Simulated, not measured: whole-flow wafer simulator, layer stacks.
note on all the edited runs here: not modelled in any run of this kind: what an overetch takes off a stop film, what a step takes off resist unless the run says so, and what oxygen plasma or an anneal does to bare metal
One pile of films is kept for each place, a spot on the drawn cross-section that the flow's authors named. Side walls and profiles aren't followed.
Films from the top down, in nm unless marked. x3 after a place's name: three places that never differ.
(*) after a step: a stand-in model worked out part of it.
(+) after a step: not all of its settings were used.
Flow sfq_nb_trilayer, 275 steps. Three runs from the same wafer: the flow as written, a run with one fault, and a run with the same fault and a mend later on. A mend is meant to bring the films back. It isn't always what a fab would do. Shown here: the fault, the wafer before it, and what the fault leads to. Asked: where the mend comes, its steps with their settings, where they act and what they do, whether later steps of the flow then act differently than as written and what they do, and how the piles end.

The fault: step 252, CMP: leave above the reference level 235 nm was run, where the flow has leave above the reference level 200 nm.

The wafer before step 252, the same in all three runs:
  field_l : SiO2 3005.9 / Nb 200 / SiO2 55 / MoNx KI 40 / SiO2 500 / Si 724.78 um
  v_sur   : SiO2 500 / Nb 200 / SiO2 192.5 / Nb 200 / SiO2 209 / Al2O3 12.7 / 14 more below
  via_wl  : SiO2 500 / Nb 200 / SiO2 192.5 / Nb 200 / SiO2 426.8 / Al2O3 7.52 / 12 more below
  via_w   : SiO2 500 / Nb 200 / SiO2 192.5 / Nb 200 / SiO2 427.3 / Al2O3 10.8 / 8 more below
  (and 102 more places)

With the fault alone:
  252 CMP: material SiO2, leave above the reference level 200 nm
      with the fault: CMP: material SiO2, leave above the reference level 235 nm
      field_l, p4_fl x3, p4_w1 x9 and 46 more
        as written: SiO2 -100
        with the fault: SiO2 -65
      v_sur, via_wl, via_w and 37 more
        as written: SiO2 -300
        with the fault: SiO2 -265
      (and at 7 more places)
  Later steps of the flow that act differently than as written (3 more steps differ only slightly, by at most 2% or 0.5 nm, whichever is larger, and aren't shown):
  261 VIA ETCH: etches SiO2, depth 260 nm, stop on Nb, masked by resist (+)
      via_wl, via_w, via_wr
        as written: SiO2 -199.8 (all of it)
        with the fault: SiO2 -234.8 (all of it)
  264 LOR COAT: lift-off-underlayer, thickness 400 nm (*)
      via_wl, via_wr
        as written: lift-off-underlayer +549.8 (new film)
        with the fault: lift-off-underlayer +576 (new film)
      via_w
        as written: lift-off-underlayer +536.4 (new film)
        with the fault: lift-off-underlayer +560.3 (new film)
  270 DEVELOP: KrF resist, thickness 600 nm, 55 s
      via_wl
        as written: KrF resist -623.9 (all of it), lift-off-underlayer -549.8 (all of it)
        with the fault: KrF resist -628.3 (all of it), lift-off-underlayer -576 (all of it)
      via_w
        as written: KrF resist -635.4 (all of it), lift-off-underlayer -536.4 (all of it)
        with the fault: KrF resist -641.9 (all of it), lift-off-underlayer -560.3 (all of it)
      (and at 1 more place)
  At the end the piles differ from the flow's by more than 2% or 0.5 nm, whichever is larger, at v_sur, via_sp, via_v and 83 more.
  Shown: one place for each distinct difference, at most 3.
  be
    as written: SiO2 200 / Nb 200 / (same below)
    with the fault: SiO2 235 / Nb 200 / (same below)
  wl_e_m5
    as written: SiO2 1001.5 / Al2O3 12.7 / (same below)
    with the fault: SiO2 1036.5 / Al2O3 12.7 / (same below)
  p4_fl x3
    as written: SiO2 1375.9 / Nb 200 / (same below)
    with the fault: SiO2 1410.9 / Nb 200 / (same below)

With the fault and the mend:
  The mend comes after step 253.
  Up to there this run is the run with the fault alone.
  253a CMP: material SiO2, leave above the reference level 200 nm (the flow's step 252 once more)
      field_l, v_sur, via_wl and 103 more
        SiO2 -35
  No later step of the flow acts differently than as written at any place that is followed.
  At the end the piles are the same as the flow's at every place that both follow.
